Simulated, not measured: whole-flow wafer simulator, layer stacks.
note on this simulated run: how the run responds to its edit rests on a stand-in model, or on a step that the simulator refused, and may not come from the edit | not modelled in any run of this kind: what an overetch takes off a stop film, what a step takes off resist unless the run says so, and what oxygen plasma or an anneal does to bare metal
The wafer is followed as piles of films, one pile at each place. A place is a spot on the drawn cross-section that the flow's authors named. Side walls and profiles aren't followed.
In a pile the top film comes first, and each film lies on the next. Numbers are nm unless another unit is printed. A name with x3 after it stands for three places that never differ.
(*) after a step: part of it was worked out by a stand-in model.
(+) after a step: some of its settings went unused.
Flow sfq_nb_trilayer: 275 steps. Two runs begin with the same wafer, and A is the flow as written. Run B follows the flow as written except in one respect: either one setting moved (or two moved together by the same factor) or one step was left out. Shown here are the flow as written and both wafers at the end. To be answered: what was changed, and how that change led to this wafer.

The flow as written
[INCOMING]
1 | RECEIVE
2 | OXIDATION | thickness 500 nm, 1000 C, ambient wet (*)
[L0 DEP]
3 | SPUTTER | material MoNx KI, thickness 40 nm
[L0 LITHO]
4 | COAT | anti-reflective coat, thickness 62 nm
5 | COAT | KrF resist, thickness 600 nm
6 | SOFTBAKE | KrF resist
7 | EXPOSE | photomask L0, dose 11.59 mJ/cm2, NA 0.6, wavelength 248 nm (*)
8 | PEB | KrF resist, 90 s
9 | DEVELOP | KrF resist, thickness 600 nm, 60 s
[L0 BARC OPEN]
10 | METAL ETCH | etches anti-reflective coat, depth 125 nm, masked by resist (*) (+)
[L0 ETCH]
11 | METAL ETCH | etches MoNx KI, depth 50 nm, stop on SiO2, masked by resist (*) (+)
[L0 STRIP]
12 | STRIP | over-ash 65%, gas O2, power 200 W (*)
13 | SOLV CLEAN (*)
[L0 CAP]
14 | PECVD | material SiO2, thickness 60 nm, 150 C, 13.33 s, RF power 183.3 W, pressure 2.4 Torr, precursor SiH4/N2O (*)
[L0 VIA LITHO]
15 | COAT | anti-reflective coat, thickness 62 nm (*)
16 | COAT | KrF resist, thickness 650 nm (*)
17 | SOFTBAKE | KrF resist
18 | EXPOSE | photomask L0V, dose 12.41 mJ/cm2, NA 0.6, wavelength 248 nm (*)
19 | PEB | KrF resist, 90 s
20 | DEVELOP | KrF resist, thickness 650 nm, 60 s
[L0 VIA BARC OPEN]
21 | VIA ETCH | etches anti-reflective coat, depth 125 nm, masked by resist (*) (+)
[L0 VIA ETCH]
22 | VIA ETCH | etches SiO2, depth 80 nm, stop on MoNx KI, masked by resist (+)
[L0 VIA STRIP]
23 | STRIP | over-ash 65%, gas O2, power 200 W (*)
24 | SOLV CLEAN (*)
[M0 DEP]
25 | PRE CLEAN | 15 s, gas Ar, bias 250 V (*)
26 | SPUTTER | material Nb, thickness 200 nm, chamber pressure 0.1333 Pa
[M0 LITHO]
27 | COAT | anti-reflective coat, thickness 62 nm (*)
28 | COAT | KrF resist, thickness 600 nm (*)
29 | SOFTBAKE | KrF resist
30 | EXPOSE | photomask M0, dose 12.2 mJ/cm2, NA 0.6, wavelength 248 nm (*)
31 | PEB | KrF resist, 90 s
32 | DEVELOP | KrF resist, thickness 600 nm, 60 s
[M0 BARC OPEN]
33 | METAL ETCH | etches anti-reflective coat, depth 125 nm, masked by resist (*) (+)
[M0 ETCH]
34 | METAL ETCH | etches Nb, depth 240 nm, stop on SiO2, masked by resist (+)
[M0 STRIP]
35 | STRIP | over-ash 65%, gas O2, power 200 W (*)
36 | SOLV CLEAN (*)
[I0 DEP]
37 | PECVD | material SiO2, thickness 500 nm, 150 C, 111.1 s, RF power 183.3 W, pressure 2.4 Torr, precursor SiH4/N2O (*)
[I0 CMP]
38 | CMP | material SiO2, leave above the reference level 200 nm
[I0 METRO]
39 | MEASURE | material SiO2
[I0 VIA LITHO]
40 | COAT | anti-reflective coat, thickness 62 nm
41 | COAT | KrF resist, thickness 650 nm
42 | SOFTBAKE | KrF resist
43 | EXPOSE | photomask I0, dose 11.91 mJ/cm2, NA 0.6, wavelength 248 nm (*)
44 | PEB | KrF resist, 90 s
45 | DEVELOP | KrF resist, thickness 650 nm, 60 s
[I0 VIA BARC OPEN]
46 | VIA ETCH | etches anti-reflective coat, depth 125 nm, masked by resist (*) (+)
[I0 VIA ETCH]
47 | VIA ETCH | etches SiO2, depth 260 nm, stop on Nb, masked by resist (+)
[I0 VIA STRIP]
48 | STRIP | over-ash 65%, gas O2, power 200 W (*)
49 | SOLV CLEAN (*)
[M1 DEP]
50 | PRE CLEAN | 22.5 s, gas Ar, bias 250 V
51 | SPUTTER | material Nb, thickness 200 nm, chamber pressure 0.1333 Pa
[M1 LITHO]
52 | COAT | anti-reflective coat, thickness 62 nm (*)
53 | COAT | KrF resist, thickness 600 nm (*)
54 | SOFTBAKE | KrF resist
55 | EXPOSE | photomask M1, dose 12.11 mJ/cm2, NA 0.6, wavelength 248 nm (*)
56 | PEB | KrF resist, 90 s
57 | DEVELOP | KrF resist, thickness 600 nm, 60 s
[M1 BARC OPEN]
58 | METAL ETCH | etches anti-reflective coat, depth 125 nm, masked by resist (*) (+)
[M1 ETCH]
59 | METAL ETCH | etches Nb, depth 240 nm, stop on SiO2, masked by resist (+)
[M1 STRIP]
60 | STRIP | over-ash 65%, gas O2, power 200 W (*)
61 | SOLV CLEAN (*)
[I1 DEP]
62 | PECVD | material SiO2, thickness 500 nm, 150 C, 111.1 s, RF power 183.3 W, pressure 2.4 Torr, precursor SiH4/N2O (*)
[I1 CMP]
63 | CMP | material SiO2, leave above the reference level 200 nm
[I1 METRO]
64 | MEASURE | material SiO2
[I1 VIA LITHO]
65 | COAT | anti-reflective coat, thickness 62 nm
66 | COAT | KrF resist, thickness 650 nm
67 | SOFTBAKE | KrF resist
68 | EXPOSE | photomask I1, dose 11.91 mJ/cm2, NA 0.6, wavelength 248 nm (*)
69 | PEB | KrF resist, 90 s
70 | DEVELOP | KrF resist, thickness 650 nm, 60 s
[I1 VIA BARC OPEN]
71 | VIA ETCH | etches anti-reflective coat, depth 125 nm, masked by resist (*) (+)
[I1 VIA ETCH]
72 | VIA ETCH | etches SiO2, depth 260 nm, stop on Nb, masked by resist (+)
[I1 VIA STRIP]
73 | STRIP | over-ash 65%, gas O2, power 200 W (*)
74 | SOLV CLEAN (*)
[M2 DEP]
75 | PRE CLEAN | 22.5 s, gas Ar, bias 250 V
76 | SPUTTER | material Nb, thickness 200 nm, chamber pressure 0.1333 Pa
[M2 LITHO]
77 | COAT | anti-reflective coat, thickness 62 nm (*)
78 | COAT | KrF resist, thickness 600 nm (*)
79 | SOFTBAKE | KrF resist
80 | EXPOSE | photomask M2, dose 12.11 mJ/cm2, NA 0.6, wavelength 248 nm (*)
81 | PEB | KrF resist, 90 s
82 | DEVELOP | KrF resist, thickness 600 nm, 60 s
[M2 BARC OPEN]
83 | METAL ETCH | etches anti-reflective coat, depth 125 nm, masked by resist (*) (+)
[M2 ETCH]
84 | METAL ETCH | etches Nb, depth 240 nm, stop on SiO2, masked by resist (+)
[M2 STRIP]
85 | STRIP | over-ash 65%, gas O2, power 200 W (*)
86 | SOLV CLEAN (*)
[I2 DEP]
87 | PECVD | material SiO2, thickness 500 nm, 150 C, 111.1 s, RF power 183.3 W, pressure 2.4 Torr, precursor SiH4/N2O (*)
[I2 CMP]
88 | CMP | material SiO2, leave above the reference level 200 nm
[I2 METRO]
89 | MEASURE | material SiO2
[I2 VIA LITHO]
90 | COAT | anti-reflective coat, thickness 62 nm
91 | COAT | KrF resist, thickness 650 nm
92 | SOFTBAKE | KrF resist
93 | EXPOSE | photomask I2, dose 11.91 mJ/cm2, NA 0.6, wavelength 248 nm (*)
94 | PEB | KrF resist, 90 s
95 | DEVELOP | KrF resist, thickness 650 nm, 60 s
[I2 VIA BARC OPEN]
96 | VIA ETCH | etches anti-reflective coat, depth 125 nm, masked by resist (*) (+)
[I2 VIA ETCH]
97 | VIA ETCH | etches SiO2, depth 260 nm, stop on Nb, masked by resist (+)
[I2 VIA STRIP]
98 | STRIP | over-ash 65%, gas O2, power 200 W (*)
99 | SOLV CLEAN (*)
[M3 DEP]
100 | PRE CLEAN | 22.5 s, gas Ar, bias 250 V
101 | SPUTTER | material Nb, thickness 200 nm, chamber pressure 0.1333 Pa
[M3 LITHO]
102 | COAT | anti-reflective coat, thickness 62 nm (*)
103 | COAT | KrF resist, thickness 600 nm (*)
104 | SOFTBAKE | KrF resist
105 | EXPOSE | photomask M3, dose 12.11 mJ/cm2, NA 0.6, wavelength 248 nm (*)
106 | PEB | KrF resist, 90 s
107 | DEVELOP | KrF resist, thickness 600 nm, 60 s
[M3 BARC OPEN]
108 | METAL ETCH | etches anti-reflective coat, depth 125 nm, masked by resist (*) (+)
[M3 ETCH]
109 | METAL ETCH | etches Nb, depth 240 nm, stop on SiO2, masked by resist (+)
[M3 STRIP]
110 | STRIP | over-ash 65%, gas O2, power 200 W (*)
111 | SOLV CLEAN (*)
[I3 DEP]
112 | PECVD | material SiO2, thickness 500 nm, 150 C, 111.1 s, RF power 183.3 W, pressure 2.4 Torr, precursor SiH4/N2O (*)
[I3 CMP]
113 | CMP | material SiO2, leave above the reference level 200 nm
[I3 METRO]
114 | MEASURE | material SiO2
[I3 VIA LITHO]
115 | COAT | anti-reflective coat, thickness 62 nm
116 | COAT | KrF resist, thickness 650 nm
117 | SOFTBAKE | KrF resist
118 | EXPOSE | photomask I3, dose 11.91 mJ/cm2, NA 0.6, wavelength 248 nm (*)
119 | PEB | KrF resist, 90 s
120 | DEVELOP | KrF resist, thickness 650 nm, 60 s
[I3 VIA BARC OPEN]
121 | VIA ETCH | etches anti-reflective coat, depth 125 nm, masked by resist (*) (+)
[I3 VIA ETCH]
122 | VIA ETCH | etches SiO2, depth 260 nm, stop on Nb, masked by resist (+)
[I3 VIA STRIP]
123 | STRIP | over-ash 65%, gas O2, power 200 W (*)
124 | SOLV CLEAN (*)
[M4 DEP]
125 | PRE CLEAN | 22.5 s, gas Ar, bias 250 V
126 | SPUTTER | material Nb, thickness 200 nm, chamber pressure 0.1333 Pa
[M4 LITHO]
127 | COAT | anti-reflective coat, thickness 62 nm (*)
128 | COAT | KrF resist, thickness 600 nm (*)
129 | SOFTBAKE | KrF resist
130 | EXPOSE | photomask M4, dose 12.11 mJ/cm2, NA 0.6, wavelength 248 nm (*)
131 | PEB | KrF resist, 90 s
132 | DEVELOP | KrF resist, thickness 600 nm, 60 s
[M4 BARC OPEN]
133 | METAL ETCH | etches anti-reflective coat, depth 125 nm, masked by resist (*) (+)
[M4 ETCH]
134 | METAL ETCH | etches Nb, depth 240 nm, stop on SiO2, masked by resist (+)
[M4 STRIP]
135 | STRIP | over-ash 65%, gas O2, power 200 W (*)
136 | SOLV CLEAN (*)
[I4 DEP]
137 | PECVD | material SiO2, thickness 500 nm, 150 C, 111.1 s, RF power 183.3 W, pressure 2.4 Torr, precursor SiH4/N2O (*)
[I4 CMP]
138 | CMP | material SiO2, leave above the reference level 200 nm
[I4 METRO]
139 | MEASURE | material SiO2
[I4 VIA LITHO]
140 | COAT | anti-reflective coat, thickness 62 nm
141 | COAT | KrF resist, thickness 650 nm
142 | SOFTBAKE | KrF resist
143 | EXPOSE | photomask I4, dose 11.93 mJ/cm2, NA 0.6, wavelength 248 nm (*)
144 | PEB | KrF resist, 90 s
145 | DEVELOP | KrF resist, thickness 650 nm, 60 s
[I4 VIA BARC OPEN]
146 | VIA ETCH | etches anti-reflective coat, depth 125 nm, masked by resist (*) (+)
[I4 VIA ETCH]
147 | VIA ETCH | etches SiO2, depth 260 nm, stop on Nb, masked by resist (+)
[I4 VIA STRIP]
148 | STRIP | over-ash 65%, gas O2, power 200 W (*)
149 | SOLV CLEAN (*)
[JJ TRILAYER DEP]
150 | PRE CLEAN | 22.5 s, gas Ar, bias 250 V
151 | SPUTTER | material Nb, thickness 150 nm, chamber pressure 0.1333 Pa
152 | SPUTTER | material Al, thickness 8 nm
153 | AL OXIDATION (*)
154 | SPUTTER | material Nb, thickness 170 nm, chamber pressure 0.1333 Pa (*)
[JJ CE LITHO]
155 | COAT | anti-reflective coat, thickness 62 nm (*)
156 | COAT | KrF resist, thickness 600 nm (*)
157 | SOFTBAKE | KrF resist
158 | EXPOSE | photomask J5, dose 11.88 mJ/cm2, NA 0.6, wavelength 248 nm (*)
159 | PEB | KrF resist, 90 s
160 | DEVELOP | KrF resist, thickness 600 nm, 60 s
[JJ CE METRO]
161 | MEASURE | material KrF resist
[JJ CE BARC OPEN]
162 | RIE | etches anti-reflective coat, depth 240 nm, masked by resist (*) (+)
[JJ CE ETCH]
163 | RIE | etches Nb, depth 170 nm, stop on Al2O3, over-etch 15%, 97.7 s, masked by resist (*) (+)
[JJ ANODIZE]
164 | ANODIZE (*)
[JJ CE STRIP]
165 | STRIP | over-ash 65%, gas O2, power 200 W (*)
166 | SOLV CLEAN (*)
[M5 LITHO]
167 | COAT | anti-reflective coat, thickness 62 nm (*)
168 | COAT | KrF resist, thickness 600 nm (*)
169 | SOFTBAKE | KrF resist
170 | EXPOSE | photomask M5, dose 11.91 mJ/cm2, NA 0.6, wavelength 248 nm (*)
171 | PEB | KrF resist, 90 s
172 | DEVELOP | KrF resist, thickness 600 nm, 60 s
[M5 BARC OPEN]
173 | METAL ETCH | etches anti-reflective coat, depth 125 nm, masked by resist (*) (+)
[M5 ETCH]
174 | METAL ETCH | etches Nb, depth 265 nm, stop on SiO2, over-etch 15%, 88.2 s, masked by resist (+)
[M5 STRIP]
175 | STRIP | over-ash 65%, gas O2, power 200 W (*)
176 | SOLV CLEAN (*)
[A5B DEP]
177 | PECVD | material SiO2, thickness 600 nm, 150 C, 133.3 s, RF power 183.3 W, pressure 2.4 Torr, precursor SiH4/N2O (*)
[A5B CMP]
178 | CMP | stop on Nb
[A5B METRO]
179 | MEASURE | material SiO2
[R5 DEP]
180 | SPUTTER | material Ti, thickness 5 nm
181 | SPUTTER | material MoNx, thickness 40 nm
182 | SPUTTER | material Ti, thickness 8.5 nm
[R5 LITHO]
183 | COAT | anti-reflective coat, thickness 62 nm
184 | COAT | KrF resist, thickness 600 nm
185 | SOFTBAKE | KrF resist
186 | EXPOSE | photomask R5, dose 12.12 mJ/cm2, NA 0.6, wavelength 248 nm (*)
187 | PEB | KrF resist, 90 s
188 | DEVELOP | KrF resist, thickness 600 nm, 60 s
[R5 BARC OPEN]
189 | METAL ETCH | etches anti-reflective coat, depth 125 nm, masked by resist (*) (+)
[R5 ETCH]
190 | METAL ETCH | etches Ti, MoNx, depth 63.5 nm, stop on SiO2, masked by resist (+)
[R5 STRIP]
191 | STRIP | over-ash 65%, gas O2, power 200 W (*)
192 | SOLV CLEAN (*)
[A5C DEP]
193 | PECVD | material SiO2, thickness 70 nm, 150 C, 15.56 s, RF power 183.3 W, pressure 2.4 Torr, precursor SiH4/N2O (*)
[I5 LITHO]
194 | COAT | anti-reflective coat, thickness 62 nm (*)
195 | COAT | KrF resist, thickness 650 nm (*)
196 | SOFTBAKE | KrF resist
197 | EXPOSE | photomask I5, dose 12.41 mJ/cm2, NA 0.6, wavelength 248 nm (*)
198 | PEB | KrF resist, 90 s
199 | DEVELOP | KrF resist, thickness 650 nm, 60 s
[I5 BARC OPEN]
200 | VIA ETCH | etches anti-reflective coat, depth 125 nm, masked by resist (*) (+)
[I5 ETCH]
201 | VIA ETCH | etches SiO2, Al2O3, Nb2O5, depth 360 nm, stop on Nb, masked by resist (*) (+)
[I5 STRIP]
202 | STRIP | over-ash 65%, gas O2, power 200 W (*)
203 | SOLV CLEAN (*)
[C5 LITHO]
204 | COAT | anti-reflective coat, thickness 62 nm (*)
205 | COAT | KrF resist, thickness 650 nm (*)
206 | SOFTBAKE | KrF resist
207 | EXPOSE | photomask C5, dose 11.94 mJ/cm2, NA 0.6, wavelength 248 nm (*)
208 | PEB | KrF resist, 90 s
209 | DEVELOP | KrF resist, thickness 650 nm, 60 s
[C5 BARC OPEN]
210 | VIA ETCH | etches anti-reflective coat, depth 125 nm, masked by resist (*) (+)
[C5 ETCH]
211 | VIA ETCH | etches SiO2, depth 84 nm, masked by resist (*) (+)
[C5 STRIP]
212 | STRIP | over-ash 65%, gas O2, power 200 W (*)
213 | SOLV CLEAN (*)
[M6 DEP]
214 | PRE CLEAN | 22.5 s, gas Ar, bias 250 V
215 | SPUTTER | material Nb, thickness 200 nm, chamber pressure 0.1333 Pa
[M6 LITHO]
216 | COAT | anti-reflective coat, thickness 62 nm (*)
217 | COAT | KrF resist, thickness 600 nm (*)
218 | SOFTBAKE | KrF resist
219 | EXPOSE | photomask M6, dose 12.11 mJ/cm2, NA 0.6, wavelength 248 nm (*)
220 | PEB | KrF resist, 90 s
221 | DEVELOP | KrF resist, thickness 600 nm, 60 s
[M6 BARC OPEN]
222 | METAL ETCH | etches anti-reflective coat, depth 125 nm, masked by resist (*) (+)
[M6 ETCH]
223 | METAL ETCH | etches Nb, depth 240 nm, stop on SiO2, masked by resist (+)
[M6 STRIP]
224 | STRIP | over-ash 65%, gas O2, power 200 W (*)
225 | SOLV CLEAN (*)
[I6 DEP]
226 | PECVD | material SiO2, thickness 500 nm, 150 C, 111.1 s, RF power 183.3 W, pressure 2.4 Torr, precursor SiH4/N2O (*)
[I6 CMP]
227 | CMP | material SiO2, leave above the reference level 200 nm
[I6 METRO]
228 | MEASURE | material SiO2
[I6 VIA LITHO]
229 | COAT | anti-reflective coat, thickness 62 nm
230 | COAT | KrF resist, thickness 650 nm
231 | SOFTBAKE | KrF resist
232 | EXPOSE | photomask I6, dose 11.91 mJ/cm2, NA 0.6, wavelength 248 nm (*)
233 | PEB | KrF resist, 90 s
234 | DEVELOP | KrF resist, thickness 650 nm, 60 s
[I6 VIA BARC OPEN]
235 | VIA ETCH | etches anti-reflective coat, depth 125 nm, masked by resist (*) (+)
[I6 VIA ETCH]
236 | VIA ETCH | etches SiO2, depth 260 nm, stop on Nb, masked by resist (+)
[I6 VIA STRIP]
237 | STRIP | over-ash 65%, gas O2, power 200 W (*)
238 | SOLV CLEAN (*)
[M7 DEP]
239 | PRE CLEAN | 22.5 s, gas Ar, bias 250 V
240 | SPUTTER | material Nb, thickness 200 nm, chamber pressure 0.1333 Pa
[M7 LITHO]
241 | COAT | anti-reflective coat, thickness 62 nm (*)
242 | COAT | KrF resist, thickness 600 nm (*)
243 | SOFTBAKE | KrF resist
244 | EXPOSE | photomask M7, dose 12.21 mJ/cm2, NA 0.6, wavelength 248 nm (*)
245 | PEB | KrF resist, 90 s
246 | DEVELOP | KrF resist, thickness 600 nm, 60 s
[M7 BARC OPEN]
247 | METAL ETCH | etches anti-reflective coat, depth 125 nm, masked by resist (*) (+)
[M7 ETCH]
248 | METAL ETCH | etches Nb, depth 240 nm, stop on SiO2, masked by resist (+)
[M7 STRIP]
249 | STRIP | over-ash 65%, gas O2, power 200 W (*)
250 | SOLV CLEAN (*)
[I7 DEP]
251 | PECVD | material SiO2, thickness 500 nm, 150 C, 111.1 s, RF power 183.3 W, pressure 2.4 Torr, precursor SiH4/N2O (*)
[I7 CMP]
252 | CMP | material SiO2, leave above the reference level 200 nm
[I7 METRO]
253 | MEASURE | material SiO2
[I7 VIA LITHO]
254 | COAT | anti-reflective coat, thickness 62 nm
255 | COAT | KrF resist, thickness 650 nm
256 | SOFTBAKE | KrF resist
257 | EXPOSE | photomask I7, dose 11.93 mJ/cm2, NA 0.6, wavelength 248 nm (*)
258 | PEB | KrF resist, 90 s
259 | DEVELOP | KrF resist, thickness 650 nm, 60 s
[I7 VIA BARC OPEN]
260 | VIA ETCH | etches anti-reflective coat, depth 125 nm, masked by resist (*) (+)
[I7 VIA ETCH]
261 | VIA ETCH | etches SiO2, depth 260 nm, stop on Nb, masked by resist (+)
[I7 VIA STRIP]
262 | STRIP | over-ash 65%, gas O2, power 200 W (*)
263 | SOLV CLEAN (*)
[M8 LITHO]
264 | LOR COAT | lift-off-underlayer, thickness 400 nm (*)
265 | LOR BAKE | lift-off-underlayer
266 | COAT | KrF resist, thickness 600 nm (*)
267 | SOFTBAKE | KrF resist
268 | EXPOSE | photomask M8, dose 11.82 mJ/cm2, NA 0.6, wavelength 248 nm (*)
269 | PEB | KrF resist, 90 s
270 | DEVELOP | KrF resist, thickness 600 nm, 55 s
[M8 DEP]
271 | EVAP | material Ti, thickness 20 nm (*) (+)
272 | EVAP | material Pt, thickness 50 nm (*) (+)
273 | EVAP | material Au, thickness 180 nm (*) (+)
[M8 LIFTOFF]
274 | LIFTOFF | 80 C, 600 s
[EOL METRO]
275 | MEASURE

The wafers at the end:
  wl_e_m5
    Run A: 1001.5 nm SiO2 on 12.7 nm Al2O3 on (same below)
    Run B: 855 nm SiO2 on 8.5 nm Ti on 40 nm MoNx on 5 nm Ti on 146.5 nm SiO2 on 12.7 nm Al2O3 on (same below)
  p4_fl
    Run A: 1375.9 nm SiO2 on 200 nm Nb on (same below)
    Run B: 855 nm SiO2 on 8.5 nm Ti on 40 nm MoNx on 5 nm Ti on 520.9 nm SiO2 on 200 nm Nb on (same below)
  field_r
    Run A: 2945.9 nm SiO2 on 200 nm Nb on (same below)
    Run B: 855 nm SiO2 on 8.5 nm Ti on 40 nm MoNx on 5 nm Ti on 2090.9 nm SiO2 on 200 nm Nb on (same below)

Cause: step 190, METAL ETCH: etches Ti, MoNx, depth 63.5 nm, stop on SiO2, masked by resist (+), was omitted.

How this came from the change, step by step:
  191 | STRIP | over-ash 65%, gas O2, power 200 W (*)
      be_r, r_sur, res, r_end, r5r_line_l, r5r_line_c, r5r_line_r: A -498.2 KrF resist (all of it), -62 anti-reflective coat (all of it) | B -523.6 KrF resist (all of it), -62 anti-reflective coat (all of it)
  193 | PECVD | material SiO2, thickness 70 nm, 150 C, 15.56 s, RF power 183.3 W, pressure 2.4 Torr, precursor SiH4/N2O (*)
      field_l, v_sur, via_wl and 92 more: A +70 SiO2 | B +70 SiO2 (new film)
  194 | COAT | anti-reflective coat, thickness 62 nm (*)
      wl_j_sl, wl_j_sr: A +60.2 anti-reflective coat (new film) | B +62 anti-reflective coat (new film)
      r5r_spacepad_l, r5r_spacepad_r: A +84.4 anti-reflective coat (new film) | B +62 anti-reflective coat (new film)
      (also at 14 further places)
  195 | COAT | KrF resist, thickness 650 nm (*)
      r5r_line_l, r5r_line_c, r5r_line_r: A +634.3 KrF resist (new film) | B +650 KrF resist (new film)
      be_r: A +626.3 KrF resist (new film) | B +650 KrF resist (new film)
      (also at 3 further places)
  201 | VIA ETCH | etches SiO2, Al2O3, Nb2O5, depth 360 nm, stop on Nb, masked by resist (*) (+)
      be: A -216.4 SiO2 (all of it), -12.7 Al2O3 (all of it), -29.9 Nb2O5 (all of it) | B -69.8 SiO2 (all of it), -8.5 Ti (all of it), -40 MoNx (all of it), -5 Ti (all of it), -146.5 SiO2 (all of it), -12.7 Al2O3 (all of it), -29.9 Nb2O5 (all of it)
  202 | STRIP | over-ash 65%, gas O2, power 200 W (*)
      wl_j_sl, wl_j_sr: A -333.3 KrF resist (all of it), -60.2 anti-reflective coat (all of it) | B -333.4 KrF resist (all of it), -62 anti-reflective coat (all of it)
      r5r_spacepad_l, r5r_spacepad_r: A -335.6 KrF resist (all of it), -84.4 anti-reflective coat (all of it) | B -333.4 KrF resist (all of it), -62 anti-reflective coat (all of it)
      (also at 14 further places)
  204 | COAT | anti-reflective coat, thickness 62 nm (*)
      wl_j_sl, wl_j_sr: A +60.2 anti-reflective coat (new film) | B +62 anti-reflective coat (new film)
      r5r_spacepad_l, r5r_spacepad_r: A +84.4 anti-reflective coat (new film) | B +62 anti-reflective coat (new film)
      (also at 17 further places)
  205 | COAT | KrF resist, thickness 650 nm (*)
      r5r_line_l, r5r_line_c, r5r_line_r: A +634.3 KrF resist (new film) | B +650 KrF resist (new film)
      be: A +815.3 KrF resist (new film) | B +852.8 KrF resist (new film)
      (also at 6 further places)
  209 | DEVELOP | KrF resist, thickness 650 nm, 60 s
      c5j: A -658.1 KrF resist (all of it) | B -644.8 KrF resist (all of it)
      res: A -623.6 KrF resist (all of it) | B -647.3 KrF resist (all of it)
  210 | VIA ETCH | etches anti-reflective coat, depth 125 nm, masked by resist (*) (+)
      field_l, v_sur, via_wl and 101 more: A -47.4 KrF resist | B -50.6 KrF resist
      c5j: A -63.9 anti-reflective coat (all of it), -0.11 SiO2 | B -60.8 anti-reflective coat (all of it), -0.15 SiO2
      (also at 1 further place)
  211 | VIA ETCH | etches SiO2, depth 84 nm, masked by resist (*) (+)
      c5j: A -69.9 SiO2 (all of it), -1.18 Nb | B -69.8 SiO2 (all of it)
  212 | STRIP | over-ash 65%, gas O2, power 200 W (*)
      wl_j_sl, wl_j_sr: A -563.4 KrF resist (all of it), -60.2 anti-reflective coat (all of it) | B -560 KrF resist (all of it), -62 anti-reflective coat (all of it)
      r5r_spacepad_l, r5r_spacepad_r: A -565.8 KrF resist (all of it), -84.4 anti-reflective coat (all of it) | B -560 KrF resist (all of it), -62 anti-reflective coat (all of it)
      (also at 15 further places)
  214 | PRE CLEAN | 22.5 s, gas Ar, bias 250 V
      c5j: A -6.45 Nb | B -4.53 Ti
  215 | SPUTTER | material Nb, thickness 200 nm, chamber pressure 0.1333 Pa
      c5j: A +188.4 Nb | B +189.6 Nb (new film)
      be: A +147.3 Nb | B +135.7 Nb
  216 | COAT | anti-reflective coat, thickness 62 nm (*)
      r5r_line_l, r5r_line_c, r5r_line_r: A +50 anti-reflective coat (new film) | B +62 anti-reflective coat (new film)
      wl_j_sl, wl_j_sr: A +60.2 anti-reflective coat (new film) | B +62 anti-reflective coat (new film)
      (also at 17 further places)
  217 | COAT | KrF resist, thickness 600 nm (*)
      r5r_line_c, r5r_line_r: A +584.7 KrF resist (new film) | B +600 KrF resist (new film)
      be: A +793.9 KrF resist (new film) | B +847.1 KrF resist (new film)
      (also at 7 further places)
  ... another 23 steps ...
  274 | LIFTOFF | 80 C, 600 s
      be: A -180 Au (all of it), -50 Pt (all of it), -20 Ti (all of it), -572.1 KrF resist (all of it), -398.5 lift-off-underlayer (all of it) | B -180 Au (all of it), -50 Pt (all of it), -20 Ti (all of it), -600.4 KrF resist (all of it), -638.1 lift-off-underlayer (all of it)
      be_sur: A -180 Au (all of it), -50 Pt (all of it), -20 Ti (all of it), -572.6 KrF resist (all of it), -398.9 lift-off-underlayer (all of it) | B -180 Au (all of it), -50 Pt (all of it), -20 Ti (all of it), -582.5 KrF resist (all of it), -376.9 lift-off-underlayer (all of it)
If metal films that touch count as one body, wl_e_m5 has 7 bodies (between them, from the top down: SiO2 146.5 / Al2O3 12.7 / Nb2O5 29.9; SiO2 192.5; SiO2 192.5; SiO2 192.5; SiO2 192.5; SiO2 192.5); the flow as written gives 6 bodies (between them, from the top down: SiO2 192.5; SiO2 192.5; SiO2 192.5; SiO2 192.5; SiO2 192.5).
If metal films that touch count as one body, p4_fl has 3 bodies (between them, from the top down: SiO2 520.9; SiO2 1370); the flow as written gives 2 bodies (between them, from the top down: SiO2 1370).
If metal films that touch count as one body, field_r has 2 bodies (between them, from the top down: SiO2 2090.9); the flow as written gives 1 body.
